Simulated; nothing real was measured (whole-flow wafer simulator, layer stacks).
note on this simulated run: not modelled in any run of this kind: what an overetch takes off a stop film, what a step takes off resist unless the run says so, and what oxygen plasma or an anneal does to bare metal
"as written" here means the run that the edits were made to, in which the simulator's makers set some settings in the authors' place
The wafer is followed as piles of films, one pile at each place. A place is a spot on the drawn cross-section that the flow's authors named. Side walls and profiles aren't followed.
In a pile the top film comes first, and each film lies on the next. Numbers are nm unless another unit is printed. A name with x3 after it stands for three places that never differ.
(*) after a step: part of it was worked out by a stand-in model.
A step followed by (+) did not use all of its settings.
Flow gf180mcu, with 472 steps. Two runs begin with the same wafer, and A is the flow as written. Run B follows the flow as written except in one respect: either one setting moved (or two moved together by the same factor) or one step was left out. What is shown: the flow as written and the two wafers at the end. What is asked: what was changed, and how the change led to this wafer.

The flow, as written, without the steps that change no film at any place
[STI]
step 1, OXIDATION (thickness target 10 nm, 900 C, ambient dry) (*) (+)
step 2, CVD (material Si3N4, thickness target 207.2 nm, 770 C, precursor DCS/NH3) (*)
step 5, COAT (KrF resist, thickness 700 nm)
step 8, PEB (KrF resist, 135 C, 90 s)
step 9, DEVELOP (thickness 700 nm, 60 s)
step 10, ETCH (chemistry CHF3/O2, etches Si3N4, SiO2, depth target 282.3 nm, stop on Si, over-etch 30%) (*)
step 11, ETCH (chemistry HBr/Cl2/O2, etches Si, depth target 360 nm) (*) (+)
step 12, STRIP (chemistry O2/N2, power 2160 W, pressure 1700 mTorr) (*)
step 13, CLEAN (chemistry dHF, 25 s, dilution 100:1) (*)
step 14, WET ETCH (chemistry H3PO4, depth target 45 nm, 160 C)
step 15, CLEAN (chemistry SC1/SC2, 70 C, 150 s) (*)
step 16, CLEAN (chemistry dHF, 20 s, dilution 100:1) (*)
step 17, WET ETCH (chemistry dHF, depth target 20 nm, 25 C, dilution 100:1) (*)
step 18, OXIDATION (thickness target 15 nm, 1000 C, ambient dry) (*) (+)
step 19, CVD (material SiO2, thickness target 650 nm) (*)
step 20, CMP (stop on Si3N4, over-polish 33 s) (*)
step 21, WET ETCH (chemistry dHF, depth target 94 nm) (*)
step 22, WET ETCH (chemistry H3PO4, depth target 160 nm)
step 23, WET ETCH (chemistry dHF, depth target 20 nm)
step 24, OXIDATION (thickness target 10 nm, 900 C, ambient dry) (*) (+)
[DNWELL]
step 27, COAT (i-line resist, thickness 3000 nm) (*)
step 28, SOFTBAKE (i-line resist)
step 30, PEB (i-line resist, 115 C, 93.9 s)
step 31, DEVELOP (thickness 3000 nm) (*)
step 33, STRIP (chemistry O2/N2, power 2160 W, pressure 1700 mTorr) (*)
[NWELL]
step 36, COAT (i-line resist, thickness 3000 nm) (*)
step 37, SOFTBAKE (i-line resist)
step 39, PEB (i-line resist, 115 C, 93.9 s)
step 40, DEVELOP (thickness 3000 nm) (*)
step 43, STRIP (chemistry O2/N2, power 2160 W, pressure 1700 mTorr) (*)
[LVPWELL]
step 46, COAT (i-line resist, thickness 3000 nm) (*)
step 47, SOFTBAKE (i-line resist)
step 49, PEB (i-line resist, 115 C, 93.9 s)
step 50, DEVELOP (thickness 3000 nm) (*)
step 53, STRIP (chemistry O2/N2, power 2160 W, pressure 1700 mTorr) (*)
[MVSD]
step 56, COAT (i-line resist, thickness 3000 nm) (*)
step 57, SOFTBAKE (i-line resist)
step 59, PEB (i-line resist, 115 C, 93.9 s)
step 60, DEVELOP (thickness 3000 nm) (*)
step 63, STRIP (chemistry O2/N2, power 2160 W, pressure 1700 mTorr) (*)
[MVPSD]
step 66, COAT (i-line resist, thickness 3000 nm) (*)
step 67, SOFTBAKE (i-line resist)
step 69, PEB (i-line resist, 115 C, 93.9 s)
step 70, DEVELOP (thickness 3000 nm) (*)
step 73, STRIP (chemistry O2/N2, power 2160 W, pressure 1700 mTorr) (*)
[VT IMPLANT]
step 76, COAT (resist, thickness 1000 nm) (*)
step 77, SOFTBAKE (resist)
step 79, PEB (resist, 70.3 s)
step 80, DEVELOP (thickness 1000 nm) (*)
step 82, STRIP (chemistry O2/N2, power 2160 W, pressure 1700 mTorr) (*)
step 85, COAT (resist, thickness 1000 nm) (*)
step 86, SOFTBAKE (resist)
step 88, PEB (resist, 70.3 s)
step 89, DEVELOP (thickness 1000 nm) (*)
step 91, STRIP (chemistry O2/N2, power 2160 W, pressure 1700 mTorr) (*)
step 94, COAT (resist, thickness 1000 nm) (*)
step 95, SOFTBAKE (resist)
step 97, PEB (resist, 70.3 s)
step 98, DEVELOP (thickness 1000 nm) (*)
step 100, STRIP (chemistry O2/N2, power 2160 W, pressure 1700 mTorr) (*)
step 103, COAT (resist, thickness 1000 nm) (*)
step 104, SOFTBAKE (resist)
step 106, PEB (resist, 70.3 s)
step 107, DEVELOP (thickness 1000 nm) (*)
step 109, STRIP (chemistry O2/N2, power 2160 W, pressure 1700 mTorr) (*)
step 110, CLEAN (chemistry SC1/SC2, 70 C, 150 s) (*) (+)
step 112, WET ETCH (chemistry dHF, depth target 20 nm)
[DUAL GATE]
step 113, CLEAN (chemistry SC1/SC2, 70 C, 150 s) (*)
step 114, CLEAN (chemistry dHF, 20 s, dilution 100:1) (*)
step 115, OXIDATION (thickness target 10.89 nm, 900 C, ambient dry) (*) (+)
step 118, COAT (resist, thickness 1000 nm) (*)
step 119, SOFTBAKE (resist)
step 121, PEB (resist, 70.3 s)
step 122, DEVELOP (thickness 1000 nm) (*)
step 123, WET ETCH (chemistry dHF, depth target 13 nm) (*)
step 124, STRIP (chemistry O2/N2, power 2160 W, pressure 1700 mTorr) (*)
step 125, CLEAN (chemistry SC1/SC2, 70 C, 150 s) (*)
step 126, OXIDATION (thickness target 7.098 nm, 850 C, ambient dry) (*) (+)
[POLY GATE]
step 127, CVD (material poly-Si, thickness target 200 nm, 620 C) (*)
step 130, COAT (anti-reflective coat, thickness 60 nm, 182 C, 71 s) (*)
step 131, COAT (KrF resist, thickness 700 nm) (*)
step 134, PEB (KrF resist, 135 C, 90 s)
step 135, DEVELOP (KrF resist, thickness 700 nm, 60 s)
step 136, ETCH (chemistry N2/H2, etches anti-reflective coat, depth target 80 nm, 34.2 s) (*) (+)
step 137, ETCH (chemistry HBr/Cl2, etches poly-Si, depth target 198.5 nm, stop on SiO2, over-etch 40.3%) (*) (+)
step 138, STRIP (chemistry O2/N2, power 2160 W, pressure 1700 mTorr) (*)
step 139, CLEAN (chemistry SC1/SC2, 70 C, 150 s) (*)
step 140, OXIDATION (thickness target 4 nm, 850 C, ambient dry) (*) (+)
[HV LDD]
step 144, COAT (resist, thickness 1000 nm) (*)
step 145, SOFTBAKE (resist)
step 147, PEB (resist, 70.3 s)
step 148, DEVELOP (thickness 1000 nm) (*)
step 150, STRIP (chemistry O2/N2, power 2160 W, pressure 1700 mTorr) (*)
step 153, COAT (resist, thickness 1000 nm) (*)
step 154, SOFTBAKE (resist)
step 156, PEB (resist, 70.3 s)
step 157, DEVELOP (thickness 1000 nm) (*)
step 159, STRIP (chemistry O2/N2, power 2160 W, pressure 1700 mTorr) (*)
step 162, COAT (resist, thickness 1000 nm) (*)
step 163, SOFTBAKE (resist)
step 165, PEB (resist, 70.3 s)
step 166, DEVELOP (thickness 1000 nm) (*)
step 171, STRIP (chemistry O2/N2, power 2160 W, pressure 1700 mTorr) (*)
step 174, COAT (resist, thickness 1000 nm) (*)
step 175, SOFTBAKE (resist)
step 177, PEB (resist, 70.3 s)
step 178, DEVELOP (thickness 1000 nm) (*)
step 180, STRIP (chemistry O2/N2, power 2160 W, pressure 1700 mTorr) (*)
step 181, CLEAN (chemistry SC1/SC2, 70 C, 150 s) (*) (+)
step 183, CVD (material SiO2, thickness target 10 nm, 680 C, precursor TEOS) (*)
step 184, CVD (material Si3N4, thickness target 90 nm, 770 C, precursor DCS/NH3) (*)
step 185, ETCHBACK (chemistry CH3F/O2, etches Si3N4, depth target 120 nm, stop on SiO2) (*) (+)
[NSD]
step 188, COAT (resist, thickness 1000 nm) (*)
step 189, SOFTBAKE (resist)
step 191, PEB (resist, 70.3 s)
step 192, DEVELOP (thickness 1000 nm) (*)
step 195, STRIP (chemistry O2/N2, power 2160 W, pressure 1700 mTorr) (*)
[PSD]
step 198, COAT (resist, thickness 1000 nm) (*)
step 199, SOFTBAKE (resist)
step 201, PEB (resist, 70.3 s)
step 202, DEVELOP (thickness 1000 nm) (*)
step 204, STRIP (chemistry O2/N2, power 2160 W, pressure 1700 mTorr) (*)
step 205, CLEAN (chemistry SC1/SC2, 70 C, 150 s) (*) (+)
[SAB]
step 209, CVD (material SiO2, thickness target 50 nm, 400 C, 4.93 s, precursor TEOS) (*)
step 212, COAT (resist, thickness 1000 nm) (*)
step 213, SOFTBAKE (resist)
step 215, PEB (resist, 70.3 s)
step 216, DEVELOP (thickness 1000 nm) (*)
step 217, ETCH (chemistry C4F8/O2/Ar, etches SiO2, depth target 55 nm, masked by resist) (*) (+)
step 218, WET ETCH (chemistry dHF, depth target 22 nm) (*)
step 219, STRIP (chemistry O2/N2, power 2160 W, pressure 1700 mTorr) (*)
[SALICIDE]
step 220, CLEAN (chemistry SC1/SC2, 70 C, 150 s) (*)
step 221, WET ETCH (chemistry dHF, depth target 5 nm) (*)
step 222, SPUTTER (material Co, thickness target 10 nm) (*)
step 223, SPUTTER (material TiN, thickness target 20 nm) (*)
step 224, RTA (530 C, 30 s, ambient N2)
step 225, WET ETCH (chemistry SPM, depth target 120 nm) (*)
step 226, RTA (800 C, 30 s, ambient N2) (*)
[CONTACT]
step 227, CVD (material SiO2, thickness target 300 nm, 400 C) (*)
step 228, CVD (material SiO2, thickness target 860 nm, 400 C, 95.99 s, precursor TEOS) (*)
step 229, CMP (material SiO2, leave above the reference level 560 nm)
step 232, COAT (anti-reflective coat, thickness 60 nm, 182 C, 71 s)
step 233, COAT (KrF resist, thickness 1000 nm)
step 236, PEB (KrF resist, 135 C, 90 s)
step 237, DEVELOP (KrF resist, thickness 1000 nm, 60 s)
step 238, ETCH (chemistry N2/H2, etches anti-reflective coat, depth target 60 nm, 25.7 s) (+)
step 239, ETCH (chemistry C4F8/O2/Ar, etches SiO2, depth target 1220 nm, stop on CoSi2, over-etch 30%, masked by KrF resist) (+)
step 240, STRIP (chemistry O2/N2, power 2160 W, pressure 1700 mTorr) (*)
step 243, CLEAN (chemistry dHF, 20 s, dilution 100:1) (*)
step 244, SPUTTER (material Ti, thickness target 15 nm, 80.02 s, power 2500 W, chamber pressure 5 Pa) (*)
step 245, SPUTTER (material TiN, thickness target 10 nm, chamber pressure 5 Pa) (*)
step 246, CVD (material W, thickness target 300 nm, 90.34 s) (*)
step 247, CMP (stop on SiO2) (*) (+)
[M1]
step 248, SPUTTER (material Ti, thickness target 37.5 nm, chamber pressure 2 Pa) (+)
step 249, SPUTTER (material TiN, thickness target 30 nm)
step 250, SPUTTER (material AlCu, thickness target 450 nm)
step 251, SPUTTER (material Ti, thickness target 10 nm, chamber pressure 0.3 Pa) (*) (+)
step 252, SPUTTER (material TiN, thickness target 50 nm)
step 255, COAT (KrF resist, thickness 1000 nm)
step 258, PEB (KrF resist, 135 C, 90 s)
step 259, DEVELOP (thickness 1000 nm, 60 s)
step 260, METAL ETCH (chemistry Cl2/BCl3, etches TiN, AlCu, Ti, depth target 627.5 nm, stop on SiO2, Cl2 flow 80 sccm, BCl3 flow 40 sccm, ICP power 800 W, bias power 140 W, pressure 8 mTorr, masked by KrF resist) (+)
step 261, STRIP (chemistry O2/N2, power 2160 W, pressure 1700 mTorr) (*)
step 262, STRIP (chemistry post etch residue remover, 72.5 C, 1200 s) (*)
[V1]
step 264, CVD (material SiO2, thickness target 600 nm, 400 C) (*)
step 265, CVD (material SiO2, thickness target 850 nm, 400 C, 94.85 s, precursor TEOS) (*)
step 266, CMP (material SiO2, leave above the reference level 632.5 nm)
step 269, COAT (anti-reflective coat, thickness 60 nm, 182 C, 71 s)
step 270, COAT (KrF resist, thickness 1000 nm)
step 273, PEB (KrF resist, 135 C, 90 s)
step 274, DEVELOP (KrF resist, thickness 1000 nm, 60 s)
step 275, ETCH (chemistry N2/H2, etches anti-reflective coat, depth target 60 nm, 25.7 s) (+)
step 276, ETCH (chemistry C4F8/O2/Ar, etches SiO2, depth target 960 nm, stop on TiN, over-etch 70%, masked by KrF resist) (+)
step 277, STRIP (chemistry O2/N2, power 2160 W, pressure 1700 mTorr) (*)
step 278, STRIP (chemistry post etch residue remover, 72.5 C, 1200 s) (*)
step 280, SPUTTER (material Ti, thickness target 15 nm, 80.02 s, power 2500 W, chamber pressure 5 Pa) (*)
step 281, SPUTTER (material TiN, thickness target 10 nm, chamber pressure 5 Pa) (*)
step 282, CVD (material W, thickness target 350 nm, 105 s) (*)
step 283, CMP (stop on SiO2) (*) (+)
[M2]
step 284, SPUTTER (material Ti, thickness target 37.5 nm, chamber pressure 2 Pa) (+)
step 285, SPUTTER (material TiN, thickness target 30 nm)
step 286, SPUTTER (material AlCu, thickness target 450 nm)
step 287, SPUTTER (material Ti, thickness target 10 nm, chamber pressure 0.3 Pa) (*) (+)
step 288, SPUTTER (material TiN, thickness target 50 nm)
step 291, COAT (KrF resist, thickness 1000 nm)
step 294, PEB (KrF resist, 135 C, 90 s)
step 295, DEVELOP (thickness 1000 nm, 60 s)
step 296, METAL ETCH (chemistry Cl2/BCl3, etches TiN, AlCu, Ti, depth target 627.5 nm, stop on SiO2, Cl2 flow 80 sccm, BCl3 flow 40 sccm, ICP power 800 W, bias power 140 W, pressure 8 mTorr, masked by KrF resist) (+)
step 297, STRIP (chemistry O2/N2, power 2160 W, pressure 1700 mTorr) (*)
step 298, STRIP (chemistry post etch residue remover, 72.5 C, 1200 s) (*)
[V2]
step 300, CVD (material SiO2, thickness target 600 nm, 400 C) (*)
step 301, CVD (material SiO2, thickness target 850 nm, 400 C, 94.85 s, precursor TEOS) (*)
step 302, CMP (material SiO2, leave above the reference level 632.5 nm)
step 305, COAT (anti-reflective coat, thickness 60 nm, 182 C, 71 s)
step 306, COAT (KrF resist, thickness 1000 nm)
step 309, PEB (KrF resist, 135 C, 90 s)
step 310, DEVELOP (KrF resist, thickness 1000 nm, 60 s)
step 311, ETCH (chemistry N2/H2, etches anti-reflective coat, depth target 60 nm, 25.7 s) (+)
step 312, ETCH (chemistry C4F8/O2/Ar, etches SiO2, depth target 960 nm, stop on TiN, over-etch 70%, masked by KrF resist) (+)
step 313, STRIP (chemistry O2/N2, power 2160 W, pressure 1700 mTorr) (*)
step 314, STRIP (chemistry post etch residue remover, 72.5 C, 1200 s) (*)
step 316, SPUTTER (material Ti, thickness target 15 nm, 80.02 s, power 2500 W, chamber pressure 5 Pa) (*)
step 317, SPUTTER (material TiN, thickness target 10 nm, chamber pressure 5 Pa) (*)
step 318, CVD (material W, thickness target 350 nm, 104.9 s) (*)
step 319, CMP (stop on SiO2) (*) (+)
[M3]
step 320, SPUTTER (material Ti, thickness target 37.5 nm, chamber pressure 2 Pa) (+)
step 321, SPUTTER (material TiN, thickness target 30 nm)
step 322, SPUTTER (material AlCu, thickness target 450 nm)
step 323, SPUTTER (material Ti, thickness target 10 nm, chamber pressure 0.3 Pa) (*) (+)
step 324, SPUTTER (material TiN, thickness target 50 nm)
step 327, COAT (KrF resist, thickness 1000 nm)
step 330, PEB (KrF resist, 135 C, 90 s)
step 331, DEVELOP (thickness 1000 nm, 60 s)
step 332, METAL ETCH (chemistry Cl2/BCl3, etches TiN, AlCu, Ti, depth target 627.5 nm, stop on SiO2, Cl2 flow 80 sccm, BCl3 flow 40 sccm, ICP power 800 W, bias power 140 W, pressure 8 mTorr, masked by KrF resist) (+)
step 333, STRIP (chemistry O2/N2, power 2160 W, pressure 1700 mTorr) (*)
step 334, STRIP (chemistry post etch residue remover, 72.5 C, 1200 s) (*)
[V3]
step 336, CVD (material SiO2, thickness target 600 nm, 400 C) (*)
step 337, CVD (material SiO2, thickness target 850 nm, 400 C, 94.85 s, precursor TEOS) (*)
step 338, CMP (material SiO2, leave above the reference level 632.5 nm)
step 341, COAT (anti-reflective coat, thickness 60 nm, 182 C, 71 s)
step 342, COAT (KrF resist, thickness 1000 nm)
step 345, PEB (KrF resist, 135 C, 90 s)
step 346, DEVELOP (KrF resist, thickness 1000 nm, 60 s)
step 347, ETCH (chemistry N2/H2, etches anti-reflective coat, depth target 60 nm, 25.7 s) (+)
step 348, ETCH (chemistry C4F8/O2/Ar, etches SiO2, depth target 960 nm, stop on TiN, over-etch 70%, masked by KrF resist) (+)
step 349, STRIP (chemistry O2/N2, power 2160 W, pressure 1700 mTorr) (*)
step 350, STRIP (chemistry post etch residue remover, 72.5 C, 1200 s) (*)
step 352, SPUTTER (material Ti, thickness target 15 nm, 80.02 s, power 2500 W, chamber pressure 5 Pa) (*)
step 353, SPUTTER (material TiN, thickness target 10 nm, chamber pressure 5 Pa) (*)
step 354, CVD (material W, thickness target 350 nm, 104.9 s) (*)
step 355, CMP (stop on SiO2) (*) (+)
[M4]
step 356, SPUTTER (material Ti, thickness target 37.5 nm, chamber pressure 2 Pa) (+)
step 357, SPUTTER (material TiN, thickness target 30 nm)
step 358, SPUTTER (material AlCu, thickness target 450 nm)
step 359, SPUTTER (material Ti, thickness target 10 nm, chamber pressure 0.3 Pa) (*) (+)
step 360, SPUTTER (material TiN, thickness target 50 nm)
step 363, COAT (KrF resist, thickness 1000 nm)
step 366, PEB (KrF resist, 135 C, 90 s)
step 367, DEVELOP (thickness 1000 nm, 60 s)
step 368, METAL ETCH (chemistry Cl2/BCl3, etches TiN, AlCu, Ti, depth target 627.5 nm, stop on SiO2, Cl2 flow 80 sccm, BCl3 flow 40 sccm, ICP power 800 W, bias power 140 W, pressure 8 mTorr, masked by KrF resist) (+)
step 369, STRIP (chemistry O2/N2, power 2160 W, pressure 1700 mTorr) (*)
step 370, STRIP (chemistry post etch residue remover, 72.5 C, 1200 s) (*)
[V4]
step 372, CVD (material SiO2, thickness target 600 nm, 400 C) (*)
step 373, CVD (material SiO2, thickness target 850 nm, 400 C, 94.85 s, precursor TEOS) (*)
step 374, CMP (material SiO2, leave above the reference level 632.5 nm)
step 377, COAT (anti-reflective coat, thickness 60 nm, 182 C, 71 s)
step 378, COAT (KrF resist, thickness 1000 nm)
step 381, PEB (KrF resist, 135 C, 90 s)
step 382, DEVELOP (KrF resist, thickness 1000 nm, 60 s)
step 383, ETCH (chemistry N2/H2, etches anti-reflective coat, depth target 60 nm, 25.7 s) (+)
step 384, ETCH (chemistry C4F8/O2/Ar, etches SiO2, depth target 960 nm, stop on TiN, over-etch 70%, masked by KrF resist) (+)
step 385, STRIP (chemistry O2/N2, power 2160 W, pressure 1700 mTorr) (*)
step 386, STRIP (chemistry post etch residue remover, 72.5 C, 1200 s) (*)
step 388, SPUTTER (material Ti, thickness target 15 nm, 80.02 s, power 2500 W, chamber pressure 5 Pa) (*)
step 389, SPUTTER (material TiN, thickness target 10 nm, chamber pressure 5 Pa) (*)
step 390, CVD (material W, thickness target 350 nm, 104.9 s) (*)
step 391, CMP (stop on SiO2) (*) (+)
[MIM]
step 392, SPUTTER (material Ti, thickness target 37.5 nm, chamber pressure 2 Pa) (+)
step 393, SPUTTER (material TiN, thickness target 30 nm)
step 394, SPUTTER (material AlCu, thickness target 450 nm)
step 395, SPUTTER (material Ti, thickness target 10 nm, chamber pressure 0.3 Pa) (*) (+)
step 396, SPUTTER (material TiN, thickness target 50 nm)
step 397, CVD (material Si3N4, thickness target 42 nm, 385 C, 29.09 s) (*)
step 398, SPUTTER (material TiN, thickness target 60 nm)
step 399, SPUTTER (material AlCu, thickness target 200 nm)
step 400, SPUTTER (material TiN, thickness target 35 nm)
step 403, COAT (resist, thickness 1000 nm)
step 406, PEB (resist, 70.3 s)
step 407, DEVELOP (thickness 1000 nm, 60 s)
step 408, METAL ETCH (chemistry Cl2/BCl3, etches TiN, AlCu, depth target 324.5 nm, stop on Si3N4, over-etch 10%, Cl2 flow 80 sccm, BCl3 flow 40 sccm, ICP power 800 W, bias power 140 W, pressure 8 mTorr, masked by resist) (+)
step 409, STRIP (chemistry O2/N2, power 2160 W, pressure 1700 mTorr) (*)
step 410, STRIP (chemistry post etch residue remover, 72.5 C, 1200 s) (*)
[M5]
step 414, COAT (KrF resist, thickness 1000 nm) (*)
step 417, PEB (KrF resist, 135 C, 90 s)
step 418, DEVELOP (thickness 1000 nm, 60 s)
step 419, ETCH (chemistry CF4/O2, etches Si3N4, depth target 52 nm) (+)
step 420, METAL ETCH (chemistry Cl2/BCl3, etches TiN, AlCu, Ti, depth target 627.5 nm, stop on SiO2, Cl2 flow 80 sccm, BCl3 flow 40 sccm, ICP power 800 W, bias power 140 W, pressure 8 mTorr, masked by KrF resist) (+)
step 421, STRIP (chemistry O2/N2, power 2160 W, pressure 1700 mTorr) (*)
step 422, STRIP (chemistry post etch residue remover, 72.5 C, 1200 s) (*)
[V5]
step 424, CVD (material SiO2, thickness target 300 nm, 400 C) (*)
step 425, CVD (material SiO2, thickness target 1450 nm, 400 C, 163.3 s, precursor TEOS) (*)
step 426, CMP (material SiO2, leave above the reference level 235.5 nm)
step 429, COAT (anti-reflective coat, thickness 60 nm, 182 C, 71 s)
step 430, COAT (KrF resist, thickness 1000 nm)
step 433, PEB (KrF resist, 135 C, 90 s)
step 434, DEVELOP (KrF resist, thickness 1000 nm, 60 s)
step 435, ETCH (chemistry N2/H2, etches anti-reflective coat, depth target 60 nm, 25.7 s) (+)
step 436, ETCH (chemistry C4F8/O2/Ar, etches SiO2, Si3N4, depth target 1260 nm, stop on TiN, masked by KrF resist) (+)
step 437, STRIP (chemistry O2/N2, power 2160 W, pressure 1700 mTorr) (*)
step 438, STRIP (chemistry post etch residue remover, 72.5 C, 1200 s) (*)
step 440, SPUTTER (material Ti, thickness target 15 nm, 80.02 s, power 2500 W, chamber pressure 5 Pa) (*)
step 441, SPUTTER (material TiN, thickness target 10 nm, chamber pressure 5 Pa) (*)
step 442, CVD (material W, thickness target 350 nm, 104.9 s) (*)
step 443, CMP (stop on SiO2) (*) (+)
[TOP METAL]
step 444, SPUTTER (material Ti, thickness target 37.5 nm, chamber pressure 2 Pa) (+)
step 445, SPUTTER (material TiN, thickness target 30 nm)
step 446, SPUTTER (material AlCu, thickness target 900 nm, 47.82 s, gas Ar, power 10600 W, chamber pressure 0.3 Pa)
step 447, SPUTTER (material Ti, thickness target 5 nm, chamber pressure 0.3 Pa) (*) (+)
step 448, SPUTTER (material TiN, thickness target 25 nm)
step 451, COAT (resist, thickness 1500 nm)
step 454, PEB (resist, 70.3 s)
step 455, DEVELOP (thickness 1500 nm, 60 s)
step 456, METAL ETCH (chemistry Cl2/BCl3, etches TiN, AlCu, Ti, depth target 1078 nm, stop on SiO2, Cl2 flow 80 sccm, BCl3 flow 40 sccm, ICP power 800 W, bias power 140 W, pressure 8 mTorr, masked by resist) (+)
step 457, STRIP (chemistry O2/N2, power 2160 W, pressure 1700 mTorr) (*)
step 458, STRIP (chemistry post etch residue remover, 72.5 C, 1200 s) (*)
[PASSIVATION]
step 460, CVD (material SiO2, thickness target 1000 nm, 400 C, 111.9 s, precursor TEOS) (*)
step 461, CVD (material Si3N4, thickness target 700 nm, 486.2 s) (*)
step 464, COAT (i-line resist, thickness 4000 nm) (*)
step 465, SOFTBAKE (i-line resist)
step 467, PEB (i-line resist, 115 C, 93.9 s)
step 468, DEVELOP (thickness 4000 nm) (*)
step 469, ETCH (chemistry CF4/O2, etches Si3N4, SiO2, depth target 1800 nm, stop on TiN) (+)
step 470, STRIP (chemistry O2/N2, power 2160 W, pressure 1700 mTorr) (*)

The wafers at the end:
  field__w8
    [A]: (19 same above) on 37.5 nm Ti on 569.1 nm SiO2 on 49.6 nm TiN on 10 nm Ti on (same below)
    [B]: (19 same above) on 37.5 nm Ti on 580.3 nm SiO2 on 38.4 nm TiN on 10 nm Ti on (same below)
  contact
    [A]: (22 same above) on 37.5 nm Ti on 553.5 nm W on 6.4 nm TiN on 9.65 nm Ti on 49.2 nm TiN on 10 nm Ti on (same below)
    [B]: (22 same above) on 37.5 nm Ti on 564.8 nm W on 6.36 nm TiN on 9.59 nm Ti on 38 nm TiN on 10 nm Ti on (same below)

The reason: step 324, SPUTTER: thickness target 38.8 nm was run, though the flow has thickness target 50 nm.

How this came from the change, step by step:
  step 324, SPUTTER (material TiN, thickness target 50 nm)
      field, field__w1, field__w2 and 108 more: A +50 TiN (new film) | B +38.8 TiN (new film)
  step 332, METAL ETCH (chemistry Cl2/BCl3, etches TiN, AlCu, Ti, depth target 627.5 nm, stop on SiO2, Cl2 flow 80 sccm, BCl3 flow 40 sccm, ICP power 800 W, bias power 140 W, pressure 8 mTorr, masked by KrF resist) (+)
      field, field__w1, field__w2 and 103 more: A -50 TiN (all of it), -10 Ti (all of it), -450 AlCu (all of it), -30 TiN (all of it), -37.5 Ti (all of it) | B -38.8 TiN (all of it), -10 Ti (all of it), -450 AlCu (all of it), -30 TiN (all of it), -37.5 Ti (all of it)
